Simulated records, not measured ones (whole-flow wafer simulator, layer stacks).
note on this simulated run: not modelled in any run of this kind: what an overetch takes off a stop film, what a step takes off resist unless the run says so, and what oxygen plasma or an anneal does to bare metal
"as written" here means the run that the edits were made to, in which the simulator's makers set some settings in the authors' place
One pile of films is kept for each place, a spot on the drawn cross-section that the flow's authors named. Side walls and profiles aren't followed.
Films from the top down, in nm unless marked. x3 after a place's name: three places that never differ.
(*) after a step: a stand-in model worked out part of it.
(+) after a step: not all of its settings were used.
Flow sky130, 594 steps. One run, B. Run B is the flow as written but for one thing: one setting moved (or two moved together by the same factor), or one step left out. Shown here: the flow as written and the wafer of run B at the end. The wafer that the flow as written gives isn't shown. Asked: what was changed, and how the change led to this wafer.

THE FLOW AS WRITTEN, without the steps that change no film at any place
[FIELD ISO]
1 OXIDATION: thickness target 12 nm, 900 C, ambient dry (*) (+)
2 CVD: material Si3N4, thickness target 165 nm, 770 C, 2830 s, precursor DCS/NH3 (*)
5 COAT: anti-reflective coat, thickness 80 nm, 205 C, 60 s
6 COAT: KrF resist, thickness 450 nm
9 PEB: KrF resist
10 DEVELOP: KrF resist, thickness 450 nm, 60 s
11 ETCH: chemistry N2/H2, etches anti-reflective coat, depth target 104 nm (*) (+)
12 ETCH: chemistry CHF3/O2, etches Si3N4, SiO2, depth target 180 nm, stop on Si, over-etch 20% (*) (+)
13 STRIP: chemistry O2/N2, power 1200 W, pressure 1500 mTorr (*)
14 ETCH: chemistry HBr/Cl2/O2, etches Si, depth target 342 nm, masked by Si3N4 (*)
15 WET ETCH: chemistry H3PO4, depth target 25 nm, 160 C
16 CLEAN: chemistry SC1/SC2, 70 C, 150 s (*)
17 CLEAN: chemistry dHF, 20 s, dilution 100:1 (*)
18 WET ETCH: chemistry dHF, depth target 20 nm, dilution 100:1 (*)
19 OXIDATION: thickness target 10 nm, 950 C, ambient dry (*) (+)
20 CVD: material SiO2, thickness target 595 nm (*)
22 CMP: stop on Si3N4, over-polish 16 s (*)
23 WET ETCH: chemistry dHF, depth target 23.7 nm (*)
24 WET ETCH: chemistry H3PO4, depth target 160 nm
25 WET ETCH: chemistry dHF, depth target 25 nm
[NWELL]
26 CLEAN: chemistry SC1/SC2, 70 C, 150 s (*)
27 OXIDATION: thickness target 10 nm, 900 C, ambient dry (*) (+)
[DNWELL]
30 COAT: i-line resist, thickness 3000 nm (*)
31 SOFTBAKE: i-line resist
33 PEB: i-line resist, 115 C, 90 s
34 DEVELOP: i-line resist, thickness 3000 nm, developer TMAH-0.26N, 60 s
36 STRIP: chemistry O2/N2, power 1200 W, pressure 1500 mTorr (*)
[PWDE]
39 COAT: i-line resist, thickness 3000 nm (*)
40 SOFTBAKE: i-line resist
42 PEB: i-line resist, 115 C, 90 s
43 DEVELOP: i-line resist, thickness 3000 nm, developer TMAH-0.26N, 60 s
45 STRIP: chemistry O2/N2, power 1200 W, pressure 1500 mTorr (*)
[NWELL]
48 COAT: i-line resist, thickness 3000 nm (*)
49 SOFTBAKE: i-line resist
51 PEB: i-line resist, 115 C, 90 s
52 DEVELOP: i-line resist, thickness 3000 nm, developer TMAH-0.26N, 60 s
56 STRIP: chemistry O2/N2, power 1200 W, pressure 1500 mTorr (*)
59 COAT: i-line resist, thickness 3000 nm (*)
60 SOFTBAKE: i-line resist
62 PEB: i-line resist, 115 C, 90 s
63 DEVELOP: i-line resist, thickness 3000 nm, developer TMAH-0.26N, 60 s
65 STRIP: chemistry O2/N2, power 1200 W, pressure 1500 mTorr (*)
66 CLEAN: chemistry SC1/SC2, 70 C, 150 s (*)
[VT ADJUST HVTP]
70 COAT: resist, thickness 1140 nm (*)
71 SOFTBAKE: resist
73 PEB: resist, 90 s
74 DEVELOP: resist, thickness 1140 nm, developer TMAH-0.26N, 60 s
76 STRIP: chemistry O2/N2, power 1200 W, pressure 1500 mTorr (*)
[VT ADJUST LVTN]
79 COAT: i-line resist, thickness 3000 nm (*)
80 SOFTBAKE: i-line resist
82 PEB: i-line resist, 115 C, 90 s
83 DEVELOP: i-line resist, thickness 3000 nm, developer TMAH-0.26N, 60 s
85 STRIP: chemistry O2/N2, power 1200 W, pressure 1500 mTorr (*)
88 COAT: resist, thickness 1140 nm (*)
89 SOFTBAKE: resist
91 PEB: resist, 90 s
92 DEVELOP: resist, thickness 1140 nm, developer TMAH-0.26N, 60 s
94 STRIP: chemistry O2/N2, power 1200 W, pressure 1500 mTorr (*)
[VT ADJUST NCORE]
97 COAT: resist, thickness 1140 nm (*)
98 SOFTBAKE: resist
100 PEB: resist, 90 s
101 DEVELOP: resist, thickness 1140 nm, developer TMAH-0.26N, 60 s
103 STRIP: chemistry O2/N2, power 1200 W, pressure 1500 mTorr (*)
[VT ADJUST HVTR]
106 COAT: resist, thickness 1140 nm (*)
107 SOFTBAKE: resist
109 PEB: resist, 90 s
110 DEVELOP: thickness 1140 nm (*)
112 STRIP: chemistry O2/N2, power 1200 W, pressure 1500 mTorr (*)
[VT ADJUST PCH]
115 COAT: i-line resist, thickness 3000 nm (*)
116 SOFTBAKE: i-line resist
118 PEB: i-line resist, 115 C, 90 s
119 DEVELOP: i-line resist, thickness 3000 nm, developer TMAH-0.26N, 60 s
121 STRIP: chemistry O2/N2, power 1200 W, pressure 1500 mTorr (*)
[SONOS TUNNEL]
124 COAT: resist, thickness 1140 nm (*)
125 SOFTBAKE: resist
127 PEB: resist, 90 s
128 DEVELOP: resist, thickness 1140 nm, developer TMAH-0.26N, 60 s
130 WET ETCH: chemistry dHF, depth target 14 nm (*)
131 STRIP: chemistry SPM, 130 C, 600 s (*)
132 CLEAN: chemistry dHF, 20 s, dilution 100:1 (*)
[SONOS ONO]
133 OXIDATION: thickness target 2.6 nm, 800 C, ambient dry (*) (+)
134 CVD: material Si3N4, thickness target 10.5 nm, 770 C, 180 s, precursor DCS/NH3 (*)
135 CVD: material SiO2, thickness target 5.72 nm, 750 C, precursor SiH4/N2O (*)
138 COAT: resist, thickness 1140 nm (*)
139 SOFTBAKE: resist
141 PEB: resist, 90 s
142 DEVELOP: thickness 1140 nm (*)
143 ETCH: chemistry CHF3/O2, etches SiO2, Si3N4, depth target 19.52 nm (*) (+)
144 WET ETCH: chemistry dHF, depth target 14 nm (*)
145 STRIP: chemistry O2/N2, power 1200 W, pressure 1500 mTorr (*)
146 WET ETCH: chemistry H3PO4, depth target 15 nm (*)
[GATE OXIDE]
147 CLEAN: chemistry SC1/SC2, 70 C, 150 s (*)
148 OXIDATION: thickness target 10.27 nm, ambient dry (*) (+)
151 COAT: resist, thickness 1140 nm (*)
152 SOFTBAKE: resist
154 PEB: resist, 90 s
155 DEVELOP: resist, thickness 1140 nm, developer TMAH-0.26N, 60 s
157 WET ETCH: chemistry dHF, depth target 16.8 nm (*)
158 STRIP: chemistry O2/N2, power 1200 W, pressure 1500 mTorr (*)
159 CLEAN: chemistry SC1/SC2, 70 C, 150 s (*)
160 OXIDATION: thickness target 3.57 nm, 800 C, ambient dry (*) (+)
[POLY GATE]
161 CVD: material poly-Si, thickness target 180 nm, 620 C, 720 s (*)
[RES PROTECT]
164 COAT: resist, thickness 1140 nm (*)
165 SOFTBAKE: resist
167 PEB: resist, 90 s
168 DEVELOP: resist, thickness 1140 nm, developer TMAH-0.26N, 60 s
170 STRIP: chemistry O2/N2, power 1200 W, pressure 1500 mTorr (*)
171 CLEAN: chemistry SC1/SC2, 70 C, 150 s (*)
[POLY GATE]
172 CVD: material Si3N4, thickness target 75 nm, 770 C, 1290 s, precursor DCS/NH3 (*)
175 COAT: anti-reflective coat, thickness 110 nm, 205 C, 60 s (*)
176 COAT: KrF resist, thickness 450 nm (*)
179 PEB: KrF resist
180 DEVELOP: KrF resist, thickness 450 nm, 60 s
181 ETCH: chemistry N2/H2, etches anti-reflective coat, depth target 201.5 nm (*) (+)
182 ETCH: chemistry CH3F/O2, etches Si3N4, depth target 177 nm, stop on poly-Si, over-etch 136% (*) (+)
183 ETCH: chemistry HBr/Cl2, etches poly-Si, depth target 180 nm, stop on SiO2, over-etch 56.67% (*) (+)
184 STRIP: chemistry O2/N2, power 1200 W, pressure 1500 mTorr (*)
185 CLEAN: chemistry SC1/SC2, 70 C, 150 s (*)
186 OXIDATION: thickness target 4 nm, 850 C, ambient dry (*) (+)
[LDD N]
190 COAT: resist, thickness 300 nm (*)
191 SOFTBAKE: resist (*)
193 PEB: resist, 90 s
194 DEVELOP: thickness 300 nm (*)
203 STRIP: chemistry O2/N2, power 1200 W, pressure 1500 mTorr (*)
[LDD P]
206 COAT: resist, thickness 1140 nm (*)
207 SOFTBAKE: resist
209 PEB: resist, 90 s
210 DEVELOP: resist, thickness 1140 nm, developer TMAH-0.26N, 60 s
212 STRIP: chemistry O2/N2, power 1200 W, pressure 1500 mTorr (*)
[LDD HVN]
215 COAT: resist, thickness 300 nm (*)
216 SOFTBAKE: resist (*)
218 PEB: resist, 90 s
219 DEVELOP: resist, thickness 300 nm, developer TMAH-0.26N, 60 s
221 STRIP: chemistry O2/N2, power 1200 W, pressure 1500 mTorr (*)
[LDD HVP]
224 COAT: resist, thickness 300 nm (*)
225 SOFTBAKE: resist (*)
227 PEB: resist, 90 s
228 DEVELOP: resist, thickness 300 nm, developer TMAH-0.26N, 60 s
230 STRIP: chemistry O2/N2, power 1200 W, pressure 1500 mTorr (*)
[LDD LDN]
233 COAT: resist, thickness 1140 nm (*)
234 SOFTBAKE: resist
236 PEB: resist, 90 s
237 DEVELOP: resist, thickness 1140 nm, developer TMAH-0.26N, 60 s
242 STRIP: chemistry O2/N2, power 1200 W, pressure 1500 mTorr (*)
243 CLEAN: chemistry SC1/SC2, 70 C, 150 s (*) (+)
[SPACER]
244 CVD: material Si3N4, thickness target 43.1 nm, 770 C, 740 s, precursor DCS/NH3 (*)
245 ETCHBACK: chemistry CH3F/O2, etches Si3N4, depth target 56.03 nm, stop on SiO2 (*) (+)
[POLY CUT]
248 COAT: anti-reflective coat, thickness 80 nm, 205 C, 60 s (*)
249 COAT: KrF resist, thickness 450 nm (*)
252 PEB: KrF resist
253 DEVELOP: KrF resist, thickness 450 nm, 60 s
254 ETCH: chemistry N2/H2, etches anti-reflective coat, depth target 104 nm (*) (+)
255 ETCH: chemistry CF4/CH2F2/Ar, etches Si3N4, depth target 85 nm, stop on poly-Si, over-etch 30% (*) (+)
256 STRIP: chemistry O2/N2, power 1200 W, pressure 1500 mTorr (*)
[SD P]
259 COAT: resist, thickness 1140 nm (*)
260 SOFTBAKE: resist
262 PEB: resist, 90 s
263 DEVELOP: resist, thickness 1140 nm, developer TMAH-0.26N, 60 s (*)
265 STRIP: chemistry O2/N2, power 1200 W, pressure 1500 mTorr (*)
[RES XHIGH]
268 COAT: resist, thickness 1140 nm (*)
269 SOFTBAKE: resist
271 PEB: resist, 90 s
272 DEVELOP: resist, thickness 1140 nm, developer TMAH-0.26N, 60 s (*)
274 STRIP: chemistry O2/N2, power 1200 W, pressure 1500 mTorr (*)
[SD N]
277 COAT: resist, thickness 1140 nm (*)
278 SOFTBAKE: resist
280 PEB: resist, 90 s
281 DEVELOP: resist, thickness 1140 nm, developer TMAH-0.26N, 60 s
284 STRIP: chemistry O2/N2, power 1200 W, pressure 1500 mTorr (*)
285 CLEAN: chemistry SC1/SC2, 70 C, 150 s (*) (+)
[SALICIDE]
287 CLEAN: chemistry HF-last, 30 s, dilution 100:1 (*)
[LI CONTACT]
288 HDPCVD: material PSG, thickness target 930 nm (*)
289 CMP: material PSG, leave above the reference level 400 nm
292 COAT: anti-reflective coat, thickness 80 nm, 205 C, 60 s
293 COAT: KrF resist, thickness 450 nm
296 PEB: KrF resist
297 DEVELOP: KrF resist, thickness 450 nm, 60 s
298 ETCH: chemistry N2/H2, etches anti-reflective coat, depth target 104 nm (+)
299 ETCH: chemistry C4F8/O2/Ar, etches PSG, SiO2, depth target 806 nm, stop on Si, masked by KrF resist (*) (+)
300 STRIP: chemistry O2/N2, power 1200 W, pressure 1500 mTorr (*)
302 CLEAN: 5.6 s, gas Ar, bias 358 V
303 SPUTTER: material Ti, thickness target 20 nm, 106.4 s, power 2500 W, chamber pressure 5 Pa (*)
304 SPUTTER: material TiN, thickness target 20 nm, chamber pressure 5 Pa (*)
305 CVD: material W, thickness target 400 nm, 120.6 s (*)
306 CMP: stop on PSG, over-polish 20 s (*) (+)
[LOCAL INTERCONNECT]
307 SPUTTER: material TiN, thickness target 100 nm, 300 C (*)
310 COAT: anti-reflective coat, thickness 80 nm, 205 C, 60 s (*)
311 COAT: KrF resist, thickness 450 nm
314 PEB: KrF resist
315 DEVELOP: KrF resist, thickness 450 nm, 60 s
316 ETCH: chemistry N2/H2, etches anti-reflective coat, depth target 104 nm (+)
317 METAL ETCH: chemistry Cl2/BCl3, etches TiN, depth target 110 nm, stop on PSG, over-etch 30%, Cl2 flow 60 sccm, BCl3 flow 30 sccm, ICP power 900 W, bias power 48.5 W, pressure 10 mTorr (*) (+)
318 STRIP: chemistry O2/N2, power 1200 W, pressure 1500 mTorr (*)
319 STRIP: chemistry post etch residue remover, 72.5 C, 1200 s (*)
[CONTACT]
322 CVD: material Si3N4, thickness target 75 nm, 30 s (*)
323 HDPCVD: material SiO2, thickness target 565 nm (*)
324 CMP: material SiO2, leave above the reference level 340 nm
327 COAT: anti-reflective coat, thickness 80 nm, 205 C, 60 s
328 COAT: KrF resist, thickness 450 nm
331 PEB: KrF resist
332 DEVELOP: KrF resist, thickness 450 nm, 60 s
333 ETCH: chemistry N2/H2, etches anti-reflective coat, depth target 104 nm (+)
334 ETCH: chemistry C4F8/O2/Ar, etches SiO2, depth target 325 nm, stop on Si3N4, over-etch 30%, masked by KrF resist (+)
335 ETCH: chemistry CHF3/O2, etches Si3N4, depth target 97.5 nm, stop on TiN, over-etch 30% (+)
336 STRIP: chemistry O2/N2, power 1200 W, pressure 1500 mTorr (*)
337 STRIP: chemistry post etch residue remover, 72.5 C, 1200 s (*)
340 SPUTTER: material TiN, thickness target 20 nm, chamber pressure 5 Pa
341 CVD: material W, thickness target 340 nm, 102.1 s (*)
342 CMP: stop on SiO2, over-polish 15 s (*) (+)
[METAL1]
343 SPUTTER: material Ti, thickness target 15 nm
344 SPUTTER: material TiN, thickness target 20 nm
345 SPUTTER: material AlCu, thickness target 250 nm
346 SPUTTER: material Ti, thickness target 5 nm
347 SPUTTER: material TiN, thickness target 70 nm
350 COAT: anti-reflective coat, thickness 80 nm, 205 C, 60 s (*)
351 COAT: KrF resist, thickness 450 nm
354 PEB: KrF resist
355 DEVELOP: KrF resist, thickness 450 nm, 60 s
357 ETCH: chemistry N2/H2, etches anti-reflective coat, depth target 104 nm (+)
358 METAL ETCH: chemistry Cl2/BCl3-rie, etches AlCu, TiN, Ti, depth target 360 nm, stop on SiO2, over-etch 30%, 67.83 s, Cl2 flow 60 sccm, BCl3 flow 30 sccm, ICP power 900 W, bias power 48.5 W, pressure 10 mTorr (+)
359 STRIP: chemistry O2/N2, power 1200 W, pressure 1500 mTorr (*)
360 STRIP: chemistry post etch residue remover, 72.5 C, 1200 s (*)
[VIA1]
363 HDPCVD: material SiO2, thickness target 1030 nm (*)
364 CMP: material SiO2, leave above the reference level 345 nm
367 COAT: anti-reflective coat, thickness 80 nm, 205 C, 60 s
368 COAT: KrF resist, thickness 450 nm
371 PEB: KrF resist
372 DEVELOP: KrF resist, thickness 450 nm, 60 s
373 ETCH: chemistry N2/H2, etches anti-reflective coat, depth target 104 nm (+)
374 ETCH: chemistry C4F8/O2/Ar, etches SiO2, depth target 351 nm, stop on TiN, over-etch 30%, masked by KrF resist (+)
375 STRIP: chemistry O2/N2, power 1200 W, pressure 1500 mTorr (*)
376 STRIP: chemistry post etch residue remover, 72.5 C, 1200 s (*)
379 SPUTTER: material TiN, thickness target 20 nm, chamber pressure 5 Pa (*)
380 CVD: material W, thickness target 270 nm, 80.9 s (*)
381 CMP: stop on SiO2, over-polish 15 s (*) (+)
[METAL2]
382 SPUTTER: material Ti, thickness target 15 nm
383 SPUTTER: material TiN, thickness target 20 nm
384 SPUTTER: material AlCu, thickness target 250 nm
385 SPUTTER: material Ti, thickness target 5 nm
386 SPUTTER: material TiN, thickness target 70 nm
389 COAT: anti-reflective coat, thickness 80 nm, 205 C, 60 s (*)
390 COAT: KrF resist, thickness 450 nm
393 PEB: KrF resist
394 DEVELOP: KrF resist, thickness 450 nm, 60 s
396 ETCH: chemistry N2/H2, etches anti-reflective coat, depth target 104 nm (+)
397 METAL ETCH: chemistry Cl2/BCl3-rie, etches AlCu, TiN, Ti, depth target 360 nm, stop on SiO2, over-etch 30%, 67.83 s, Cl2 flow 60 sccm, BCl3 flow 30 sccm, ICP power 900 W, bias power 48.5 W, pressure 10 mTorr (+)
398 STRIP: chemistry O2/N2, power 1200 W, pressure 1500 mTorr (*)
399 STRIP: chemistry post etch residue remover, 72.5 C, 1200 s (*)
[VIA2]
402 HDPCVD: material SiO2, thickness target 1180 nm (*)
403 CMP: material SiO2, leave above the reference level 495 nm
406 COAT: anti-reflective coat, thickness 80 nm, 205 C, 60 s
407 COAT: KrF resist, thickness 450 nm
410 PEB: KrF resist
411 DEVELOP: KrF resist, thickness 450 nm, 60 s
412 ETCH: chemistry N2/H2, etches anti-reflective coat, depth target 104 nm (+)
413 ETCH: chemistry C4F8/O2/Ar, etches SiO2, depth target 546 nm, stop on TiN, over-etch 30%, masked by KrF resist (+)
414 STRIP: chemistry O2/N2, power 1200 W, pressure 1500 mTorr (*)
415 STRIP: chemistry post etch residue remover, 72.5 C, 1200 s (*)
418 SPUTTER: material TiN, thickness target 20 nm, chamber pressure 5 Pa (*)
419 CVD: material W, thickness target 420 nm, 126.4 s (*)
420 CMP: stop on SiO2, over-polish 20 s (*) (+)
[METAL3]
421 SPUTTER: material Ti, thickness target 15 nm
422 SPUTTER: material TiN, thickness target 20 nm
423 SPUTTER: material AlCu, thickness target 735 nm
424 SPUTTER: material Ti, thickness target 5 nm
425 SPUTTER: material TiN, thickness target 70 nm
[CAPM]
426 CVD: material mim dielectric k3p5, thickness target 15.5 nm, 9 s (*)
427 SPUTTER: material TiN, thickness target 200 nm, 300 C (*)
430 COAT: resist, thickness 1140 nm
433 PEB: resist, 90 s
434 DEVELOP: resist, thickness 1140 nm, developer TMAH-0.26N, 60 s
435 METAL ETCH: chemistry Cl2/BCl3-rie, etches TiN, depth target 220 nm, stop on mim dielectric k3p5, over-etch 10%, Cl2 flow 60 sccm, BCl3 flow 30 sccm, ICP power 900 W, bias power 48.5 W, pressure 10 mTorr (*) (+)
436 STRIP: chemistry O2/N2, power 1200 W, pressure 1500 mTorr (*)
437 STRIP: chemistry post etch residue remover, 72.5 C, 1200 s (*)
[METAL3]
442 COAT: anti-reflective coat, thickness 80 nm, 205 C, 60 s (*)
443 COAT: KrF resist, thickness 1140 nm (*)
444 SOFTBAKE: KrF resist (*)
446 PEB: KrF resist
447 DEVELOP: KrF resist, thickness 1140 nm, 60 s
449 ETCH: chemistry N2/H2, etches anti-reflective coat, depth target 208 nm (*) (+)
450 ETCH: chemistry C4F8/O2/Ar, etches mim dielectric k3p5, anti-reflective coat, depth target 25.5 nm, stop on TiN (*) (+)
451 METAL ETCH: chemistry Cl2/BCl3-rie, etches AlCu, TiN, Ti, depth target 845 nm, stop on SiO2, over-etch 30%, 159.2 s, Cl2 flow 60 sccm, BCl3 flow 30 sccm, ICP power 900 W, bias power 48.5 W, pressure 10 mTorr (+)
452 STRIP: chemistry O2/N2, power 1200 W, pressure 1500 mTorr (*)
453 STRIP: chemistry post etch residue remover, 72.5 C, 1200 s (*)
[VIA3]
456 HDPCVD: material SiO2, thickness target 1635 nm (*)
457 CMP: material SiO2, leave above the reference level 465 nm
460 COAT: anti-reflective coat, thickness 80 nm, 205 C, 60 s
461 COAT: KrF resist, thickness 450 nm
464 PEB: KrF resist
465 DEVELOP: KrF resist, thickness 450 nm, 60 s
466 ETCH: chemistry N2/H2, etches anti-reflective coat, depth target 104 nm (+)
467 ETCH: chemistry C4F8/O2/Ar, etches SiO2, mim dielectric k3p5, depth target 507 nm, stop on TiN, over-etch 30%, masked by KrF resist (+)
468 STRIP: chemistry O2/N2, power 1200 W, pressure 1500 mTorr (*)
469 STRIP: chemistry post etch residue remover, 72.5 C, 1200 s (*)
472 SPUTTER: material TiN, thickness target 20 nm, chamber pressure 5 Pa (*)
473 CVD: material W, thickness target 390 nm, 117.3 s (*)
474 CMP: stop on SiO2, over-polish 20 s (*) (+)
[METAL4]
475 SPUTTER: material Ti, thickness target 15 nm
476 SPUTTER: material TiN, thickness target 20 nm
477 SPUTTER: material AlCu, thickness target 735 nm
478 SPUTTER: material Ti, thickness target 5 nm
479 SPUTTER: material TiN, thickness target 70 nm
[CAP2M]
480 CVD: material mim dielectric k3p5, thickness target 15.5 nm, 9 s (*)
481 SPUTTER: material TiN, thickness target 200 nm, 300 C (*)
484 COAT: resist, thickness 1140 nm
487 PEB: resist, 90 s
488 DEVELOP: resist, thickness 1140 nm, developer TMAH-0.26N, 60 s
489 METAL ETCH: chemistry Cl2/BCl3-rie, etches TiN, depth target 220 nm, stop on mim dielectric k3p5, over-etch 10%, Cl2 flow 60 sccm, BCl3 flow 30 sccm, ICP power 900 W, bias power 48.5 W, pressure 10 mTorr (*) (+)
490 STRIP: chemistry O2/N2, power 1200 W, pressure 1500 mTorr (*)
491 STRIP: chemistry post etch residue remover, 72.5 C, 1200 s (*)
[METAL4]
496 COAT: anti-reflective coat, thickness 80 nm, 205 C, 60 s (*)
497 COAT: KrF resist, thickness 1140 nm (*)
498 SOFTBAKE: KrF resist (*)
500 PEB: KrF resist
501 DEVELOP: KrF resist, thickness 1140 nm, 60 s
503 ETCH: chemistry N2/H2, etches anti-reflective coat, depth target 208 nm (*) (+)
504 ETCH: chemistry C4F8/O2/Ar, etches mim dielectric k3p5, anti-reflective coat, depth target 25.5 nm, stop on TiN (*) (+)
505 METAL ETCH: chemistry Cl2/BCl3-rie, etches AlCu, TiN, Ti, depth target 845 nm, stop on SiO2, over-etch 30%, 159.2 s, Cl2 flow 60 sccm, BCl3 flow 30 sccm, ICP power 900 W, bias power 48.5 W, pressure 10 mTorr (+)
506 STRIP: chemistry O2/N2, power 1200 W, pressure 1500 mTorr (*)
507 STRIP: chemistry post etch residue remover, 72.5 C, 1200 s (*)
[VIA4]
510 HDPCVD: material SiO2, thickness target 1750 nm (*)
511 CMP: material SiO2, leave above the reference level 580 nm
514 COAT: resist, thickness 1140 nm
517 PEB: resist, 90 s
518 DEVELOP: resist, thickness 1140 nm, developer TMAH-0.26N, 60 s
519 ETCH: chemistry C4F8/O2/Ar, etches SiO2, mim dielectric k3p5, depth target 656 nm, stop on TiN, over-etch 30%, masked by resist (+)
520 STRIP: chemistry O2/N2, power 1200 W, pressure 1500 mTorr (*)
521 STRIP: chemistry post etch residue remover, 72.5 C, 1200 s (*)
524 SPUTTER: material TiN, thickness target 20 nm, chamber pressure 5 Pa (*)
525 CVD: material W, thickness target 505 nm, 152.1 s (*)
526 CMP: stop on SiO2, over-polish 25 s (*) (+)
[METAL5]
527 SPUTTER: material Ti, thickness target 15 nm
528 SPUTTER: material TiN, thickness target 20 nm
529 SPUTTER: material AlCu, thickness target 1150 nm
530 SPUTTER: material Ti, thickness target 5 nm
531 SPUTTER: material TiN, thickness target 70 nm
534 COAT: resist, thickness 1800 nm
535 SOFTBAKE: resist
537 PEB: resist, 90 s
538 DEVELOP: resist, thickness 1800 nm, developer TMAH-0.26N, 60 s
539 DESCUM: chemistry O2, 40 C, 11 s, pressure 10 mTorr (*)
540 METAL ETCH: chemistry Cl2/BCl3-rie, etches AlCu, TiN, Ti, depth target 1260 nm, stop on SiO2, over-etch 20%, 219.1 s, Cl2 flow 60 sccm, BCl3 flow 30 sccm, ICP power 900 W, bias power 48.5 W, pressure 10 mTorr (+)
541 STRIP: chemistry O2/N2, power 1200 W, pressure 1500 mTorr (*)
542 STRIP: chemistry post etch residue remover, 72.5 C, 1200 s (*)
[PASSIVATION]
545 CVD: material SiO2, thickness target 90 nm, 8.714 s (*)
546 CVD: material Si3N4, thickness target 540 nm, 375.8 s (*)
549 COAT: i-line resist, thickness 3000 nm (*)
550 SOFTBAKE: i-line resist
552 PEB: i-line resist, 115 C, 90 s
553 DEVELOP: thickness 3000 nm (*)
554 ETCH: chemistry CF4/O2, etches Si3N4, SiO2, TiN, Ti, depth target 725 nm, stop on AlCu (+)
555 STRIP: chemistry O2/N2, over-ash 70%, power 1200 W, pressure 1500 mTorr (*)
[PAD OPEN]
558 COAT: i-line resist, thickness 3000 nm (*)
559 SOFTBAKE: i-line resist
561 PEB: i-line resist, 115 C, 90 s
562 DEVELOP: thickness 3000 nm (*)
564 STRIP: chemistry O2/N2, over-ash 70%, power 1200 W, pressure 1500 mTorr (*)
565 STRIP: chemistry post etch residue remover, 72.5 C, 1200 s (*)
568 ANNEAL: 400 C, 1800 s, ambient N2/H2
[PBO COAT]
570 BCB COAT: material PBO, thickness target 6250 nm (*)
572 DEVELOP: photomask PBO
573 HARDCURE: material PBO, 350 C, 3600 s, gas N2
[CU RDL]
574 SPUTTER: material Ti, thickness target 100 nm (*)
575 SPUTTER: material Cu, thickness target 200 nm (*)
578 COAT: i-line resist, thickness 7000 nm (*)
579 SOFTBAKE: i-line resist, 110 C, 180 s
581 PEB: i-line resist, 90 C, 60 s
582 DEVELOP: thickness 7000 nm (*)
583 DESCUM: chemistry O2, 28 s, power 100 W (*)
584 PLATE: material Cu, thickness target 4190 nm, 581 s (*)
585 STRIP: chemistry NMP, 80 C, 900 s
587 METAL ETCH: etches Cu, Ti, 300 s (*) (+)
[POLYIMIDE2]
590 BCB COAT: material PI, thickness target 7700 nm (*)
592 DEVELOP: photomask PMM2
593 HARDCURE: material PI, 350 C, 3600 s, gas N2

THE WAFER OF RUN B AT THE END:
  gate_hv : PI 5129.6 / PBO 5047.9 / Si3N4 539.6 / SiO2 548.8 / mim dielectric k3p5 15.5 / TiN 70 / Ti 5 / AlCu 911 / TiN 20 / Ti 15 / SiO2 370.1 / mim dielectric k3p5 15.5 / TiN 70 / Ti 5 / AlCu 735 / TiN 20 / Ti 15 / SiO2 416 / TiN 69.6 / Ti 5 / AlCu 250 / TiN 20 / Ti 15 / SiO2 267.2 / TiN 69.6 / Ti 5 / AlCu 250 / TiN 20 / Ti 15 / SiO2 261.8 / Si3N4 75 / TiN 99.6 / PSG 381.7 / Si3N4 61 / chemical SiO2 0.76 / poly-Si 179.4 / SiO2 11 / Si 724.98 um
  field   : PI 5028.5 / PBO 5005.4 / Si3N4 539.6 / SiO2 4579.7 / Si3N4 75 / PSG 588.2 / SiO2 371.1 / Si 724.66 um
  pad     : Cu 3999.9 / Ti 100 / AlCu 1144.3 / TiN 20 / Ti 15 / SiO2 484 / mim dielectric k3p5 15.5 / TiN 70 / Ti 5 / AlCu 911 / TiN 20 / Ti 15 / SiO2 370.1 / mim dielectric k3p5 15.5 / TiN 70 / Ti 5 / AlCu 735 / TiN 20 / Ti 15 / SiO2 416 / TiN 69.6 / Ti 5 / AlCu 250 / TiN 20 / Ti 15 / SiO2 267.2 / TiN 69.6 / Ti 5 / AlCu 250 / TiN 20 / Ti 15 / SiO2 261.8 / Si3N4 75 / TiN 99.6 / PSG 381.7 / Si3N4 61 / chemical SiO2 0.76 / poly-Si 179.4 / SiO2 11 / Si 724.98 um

The cause: step 477, SPUTTER: thickness target 911 nm was run, where the flow has thickness target 735 nm.
It can be read off the wafer: gate_hv has AlCu 911, and step 477 as written asks for 735 nm.

How the change led to this, step by step:
  477 SPUTTER: material AlCu, thickness target 735 nm
      field, active, n_well and 189 more: AlCu +911 (new film) (as written it would be: AlCu +735 (new film))
  505 METAL ETCH: chemistry Cl2/BCl3-rie, etches AlCu, TiN, Ti, depth target 845 nm, stop on SiO2, over-etch 30%, 159.2 s, Cl2 flow 60 sccm, BCl3 flow 30 sccm, ICP power 900 W, bias power 48.5 W, pressure 10 mTorr (+)
      field, active, gate and 70 more: TiN -70 (all of it), Ti -5 (all of it), AlCu -911 (all of it), TiN -20 (all of it), Ti -15 (all of it), SiO2 -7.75 (as written it would be: TiN -70 (all of it), Ti -5 (all of it), AlCu -735 (all of it), TiN -20 (all of it), Ti -15 (all of it), SiO2 -25.4)
      vpp_iso1, mim_edge_plate, m1_ln and 12 more: TiN -70 (all of it), Ti -5 (all of it), AlCu -911 (all of it), TiN -20 (all of it), Ti -15 (all of it), SiO2 -7.75 (as written it would be: TiN -70 (all of it), Ti -5 (all of it), AlCu -735 (all of it), TiN -20 (all of it), Ti -15 (all of it), SiO2 -25.3)
  511 CMP: material SiO2, leave above the reference level 580 nm
      field, active, gate and 76 more: SiO2 -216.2 (as written it would be: SiO2 -374.7)
      vpp_l1ln, rpo_hd, rpm_encl, rpm_encl_psd, iso_guard_nsd_tip: SiO2 -216.2 (as written it would be: SiO2 -374.6)
      (and at 4 more places)
